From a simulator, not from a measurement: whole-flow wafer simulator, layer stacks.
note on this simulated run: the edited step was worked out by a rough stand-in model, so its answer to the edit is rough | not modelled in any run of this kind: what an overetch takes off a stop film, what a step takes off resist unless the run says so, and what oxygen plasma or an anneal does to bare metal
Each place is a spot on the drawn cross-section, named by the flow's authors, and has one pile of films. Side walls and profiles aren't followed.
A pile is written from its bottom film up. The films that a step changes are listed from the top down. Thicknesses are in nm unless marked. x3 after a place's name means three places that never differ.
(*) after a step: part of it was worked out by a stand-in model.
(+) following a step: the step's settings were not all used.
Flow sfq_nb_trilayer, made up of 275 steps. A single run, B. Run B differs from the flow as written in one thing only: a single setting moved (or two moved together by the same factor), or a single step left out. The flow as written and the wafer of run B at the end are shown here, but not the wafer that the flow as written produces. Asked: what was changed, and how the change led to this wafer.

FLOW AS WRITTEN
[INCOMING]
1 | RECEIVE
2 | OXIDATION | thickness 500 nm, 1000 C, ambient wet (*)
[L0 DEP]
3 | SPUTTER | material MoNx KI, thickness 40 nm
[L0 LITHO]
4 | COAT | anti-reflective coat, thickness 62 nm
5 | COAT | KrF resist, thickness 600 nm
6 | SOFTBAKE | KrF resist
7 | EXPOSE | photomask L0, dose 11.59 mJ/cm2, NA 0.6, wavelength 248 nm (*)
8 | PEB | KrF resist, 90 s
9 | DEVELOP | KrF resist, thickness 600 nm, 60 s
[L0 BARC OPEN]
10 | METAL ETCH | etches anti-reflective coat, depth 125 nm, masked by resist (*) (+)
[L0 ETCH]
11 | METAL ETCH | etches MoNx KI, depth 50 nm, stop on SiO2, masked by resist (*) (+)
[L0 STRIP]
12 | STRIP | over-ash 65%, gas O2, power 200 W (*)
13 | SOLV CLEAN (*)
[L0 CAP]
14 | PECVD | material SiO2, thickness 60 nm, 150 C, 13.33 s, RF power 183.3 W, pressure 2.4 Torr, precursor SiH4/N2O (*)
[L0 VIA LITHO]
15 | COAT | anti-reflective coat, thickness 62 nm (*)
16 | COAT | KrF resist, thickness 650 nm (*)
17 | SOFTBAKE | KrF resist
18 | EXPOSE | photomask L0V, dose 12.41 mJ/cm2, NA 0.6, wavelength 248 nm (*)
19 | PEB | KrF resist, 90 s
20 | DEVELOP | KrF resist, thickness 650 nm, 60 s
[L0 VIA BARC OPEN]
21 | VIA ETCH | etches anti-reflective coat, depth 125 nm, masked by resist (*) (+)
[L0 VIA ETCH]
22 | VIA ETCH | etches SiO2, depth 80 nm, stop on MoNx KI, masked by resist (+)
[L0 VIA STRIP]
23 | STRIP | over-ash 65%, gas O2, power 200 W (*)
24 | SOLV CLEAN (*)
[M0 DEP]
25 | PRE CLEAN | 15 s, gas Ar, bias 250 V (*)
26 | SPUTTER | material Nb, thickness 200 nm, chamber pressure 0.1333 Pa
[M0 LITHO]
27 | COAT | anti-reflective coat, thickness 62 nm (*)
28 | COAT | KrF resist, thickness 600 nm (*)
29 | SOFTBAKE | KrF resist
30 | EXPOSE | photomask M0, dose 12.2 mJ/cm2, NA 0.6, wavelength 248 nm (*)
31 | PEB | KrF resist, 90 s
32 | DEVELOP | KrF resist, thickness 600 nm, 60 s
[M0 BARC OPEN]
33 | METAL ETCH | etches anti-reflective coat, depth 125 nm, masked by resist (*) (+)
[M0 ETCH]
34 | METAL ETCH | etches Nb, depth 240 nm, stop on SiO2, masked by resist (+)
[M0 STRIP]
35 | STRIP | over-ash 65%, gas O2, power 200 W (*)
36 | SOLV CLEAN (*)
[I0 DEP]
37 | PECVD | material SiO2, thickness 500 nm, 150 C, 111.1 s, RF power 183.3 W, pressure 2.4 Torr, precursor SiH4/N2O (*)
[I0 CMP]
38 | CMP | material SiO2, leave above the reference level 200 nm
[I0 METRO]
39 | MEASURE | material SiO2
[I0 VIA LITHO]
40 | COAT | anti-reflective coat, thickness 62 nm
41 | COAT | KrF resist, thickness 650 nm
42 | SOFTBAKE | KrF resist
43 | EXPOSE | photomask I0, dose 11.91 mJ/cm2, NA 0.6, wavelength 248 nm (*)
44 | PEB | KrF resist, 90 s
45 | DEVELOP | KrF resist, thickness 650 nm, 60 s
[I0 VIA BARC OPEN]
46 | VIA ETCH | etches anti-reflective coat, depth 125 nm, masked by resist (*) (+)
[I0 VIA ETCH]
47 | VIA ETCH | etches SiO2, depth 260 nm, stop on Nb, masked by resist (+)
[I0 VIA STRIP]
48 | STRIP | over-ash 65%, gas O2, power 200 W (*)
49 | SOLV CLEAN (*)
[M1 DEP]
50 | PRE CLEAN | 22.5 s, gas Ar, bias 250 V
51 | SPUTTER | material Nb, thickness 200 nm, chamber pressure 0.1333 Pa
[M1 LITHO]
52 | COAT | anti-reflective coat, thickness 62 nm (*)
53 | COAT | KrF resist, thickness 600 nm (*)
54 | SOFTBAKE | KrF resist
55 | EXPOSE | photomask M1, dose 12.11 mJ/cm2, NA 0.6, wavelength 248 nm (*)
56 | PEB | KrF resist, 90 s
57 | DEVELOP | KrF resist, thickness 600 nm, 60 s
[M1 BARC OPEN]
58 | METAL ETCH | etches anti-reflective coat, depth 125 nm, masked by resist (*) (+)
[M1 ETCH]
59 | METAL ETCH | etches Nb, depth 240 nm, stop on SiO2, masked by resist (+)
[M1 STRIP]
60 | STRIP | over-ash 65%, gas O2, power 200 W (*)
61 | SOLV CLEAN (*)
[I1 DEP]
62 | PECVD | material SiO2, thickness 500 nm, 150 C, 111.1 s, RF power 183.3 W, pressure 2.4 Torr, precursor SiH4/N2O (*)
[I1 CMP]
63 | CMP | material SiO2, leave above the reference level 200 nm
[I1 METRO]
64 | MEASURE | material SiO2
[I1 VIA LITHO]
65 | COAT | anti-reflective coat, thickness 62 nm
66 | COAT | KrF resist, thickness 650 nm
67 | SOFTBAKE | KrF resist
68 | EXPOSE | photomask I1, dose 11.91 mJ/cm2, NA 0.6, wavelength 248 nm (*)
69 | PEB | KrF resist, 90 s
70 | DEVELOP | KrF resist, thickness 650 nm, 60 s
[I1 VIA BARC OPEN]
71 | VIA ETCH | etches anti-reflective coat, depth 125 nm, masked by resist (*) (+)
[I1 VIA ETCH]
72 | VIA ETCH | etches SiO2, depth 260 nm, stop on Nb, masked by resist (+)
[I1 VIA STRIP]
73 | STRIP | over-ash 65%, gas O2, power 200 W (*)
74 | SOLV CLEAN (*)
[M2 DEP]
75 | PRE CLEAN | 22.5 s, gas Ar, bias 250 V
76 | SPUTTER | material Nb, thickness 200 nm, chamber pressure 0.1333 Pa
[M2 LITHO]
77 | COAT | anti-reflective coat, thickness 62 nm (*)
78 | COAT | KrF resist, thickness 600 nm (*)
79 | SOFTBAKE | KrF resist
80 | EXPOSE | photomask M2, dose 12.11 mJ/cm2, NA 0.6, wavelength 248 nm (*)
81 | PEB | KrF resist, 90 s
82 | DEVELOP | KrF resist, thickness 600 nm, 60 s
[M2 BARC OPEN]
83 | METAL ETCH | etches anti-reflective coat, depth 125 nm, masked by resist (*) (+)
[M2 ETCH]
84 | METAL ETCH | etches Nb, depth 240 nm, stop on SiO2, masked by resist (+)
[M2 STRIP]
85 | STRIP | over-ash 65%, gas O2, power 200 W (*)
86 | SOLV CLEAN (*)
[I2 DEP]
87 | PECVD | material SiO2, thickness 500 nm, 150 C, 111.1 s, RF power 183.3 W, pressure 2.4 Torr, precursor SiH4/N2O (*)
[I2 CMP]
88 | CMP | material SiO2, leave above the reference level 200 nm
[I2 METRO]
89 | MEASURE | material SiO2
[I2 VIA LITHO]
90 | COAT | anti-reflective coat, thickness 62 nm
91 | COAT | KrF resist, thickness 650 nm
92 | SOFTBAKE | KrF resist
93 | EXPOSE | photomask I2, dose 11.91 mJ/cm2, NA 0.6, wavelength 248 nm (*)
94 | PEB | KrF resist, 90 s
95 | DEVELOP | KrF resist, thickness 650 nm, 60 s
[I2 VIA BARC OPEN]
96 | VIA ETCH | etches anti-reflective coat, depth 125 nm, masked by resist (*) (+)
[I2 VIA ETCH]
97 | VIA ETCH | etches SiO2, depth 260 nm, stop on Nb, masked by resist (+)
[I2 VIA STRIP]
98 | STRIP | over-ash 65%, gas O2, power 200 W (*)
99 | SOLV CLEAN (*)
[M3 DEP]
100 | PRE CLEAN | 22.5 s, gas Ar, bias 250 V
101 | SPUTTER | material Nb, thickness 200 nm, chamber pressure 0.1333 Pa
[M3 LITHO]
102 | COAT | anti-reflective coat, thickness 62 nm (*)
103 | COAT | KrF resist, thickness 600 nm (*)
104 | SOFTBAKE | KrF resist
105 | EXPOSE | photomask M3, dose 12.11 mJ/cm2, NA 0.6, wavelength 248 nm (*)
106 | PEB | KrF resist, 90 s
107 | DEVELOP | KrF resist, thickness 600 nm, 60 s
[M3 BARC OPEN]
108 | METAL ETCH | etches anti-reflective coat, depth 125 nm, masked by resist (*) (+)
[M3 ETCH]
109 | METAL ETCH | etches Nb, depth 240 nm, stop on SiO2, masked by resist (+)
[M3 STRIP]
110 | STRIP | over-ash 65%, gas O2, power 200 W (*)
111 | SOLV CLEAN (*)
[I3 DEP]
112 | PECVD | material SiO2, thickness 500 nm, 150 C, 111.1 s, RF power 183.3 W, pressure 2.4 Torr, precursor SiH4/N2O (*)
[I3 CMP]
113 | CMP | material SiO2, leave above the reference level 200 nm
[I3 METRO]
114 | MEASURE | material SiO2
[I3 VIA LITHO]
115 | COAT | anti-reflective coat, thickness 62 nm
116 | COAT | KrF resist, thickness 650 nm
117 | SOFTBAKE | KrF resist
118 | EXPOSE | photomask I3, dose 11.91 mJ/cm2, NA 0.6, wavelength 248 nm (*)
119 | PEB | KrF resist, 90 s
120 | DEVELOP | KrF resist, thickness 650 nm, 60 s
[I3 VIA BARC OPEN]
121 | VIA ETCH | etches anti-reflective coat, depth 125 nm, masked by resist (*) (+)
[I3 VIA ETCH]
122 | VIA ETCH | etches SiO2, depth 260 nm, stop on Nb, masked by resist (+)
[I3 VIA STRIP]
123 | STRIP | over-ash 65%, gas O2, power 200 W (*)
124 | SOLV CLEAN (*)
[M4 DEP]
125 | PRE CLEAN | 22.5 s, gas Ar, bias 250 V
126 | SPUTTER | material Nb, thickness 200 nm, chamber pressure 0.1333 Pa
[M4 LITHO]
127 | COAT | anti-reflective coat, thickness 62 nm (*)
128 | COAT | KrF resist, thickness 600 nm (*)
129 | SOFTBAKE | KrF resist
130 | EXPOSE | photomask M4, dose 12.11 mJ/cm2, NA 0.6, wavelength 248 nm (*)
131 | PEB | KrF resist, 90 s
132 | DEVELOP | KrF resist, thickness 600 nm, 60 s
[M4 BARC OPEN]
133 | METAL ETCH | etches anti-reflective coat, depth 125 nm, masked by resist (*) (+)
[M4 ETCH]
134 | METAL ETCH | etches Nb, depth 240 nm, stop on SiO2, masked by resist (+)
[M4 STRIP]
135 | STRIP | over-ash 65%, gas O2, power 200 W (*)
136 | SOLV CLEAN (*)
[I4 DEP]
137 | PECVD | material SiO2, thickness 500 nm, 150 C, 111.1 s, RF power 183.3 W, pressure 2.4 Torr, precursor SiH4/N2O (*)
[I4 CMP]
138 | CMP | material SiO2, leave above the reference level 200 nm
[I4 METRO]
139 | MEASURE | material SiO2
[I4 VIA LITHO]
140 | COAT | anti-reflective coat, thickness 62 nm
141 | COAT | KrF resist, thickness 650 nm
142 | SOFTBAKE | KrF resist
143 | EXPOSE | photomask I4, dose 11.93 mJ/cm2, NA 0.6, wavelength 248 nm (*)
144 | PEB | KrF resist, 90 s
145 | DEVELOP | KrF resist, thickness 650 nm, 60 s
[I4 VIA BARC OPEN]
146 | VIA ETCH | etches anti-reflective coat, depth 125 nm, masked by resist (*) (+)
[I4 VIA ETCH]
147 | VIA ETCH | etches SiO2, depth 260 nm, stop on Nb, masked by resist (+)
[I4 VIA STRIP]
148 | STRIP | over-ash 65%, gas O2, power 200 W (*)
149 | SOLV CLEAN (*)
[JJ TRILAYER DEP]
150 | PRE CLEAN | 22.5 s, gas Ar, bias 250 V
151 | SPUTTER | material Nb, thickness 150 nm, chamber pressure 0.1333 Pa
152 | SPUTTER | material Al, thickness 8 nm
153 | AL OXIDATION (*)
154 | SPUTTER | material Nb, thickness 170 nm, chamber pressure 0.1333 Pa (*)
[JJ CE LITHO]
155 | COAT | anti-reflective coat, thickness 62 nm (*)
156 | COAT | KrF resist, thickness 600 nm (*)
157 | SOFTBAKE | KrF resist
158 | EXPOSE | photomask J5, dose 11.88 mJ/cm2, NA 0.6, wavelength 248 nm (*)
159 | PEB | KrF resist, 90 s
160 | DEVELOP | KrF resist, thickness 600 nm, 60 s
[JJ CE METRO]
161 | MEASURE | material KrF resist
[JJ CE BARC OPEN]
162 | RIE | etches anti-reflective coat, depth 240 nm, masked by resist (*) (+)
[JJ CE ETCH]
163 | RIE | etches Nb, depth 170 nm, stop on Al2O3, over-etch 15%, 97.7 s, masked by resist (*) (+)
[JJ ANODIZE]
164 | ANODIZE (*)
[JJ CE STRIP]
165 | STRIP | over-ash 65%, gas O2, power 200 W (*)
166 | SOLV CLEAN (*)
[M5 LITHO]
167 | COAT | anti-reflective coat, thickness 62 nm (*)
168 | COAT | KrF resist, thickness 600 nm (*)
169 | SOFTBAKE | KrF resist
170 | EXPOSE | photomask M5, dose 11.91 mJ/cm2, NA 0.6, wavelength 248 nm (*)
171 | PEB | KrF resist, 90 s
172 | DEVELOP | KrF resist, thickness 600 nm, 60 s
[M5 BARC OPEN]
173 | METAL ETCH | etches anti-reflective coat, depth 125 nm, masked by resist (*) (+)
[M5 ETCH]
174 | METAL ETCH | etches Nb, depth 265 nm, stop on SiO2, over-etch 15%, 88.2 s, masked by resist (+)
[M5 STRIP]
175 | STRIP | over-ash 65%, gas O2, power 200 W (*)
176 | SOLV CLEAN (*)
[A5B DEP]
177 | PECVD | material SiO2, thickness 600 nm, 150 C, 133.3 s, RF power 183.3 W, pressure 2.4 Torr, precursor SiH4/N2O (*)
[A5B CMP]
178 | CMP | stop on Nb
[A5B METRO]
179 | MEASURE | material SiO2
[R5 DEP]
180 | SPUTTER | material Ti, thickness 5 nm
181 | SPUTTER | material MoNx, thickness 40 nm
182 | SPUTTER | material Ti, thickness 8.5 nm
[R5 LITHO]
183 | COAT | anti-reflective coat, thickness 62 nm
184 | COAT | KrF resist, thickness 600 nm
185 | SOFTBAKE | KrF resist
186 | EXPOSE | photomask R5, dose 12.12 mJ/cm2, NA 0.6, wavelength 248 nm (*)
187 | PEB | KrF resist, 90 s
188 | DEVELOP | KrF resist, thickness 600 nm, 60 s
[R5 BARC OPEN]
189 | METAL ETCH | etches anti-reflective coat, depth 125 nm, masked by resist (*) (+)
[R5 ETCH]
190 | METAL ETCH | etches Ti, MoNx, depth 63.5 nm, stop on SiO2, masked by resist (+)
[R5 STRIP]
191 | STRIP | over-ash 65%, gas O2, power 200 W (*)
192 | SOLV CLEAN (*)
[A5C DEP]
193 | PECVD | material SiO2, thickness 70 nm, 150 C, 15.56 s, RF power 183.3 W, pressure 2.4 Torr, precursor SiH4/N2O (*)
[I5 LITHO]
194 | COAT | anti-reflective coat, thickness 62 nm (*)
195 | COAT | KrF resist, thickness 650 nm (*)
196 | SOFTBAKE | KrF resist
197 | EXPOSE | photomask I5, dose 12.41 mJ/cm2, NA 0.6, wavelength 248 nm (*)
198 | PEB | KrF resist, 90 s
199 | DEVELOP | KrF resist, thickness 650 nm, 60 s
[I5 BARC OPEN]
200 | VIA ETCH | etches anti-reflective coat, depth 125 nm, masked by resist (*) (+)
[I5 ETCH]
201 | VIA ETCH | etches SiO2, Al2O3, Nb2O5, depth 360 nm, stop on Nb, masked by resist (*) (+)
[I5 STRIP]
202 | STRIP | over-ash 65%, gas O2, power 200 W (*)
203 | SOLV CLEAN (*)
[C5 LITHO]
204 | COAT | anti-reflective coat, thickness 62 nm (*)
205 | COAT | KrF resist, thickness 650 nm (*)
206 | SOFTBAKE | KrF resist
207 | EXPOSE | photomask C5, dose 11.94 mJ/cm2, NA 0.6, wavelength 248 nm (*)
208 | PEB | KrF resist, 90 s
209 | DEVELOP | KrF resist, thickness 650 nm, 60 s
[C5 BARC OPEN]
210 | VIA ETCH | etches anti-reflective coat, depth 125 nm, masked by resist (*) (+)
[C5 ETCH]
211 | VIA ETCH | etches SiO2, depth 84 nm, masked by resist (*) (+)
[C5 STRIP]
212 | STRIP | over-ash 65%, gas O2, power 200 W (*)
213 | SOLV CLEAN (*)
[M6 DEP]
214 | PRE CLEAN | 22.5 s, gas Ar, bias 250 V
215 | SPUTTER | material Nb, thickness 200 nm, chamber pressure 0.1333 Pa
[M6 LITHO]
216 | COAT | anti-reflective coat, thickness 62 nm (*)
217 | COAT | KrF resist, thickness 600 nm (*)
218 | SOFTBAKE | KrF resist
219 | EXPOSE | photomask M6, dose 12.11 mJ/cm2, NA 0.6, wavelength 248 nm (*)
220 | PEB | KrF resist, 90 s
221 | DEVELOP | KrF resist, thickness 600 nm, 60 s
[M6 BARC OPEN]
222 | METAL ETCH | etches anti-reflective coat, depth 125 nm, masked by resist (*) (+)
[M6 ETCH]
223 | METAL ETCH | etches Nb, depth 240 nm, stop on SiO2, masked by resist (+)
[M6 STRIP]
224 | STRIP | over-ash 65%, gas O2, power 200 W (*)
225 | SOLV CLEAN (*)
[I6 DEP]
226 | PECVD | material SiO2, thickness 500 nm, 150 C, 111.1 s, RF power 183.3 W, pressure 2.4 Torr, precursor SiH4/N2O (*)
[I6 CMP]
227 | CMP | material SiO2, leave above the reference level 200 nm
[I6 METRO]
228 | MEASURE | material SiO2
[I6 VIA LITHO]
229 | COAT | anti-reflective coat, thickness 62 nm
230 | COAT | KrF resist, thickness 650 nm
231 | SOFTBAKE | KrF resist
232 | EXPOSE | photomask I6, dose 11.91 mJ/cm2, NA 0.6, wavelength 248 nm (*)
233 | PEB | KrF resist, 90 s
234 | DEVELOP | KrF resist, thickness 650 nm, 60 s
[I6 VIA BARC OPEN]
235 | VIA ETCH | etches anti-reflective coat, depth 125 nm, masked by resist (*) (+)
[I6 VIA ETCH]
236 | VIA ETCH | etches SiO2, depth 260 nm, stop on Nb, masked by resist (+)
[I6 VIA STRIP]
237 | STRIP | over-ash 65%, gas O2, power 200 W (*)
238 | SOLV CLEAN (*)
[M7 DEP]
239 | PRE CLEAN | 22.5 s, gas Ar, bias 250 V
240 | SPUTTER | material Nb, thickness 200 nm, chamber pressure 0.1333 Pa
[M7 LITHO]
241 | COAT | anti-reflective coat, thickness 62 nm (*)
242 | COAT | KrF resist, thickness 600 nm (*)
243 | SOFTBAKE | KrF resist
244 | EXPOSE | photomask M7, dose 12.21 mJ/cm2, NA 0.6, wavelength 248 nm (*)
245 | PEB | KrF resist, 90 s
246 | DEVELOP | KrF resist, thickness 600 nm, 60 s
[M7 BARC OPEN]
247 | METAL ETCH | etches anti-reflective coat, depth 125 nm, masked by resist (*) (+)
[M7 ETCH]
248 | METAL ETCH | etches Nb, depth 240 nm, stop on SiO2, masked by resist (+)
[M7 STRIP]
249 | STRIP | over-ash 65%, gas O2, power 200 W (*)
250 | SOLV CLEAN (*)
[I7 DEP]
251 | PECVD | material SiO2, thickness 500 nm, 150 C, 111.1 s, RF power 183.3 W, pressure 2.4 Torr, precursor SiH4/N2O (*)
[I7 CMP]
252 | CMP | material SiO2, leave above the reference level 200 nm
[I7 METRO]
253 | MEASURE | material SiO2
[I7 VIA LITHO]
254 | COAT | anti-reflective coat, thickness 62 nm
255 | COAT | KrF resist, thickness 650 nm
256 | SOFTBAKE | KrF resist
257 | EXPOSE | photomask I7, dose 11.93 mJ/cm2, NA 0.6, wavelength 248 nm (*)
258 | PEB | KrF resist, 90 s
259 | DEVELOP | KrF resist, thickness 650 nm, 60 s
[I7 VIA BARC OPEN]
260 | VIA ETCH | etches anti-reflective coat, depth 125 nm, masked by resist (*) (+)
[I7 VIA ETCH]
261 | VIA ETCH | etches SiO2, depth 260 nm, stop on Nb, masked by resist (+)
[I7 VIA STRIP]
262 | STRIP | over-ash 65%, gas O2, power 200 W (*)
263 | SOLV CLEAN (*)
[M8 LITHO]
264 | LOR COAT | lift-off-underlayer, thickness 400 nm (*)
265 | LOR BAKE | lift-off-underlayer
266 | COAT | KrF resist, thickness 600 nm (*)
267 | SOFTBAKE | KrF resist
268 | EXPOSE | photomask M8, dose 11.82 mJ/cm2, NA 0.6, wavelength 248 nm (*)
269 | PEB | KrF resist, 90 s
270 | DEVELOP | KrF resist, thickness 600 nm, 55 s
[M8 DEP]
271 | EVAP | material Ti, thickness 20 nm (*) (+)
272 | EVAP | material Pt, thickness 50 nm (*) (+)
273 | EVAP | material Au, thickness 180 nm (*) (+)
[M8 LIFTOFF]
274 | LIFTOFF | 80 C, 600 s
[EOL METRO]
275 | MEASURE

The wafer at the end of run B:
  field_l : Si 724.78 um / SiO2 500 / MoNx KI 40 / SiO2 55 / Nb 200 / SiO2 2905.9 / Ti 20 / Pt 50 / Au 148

The reason: step 273, EVAP: thickness 148 nm was run, whereas the flow has thickness 180 nm.
The wafer itself shows it: field_l has Au 148, and step 273 as written asks for 180 nm.

How this came from the change, step by step:
  273 | EVAP | material Au, thickness 180 nm (*) (+)
      field_l, v_sur, via_wl and 103 more: Au gains 148 (new film) (it would be, as written: Au gains 180 (new film))
  274 | LIFTOFF | 80 C, 600 s
      p4_fl x3, p4_w1 x9, p4_g1 x2 and 60 more: Au loses 148 (all of it), Pt loses 50 (all of it), Ti loses 20 (all of it), KrF resist loses 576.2 (all of it), lift-off-underlayer loses 400 (all of it) (it would be, as written: Au loses 180 (all of it), Pt loses 50 (all of it), Ti loses 20 (all of it), KrF resist loses 576.2 (all of it), lift-off-underlayer loses 400 (all of it))
      c5j, ce_r: Au loses 148 (all of it), Pt loses 50 (all of it), Ti loses 20 (all of it), KrF resist loses 573.3 (all of it), lift-off-underlayer loses 399.3 (all of it) (it would be, as written: Au loses 180 (all of it), Pt loses 50 (all of it), Ti loses 20 (all of it), KrF resist loses 573.3 (all of it), lift-off-underlayer loses 399.3 (all of it))
      (as well as at 19 more places)
